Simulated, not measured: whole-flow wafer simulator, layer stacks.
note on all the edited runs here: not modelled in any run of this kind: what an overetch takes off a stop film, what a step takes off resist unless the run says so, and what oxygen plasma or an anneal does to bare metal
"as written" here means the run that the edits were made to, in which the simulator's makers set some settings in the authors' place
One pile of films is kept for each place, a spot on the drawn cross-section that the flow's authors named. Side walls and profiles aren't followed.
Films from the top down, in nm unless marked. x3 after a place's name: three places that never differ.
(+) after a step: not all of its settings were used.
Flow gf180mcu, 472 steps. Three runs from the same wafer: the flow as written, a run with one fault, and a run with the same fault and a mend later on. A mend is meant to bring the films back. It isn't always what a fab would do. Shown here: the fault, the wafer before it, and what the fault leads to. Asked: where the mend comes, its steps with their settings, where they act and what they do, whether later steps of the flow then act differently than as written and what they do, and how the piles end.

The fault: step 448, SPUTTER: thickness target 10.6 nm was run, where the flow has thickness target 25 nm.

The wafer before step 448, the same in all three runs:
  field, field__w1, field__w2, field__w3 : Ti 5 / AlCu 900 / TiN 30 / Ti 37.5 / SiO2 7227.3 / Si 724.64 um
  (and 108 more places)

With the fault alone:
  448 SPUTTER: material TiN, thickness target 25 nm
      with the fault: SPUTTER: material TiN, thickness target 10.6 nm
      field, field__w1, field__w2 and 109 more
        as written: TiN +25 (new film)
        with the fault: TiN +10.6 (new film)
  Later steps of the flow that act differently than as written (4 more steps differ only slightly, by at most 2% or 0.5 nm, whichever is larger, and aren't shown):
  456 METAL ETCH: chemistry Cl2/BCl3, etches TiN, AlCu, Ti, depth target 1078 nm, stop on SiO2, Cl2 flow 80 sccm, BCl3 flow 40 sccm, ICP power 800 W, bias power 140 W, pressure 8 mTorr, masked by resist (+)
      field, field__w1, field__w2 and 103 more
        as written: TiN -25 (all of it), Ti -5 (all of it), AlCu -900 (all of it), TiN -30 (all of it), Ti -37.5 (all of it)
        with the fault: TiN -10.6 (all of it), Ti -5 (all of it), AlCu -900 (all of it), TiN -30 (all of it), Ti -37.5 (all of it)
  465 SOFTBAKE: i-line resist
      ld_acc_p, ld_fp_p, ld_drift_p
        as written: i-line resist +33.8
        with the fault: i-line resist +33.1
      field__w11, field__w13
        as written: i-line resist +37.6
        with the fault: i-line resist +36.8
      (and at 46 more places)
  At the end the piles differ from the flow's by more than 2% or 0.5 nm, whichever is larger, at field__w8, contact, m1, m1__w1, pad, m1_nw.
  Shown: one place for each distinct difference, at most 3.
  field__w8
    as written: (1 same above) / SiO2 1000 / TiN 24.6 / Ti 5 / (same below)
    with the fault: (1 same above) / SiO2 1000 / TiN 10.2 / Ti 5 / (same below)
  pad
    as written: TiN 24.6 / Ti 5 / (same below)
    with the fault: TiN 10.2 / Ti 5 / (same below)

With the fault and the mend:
  The mend comes after step 448.
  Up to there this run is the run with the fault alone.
  448a SPUTTER: material TiN, thickness target 14.4 nm (the flow's step 448 once more, with other settings)
      field, field__w1, field__w2 and 109 more
        TiN +14.4
  No later step of the flow acts differently than as written at any place that is followed.
  At the end the piles are the same as the flow's at every place that both follow.
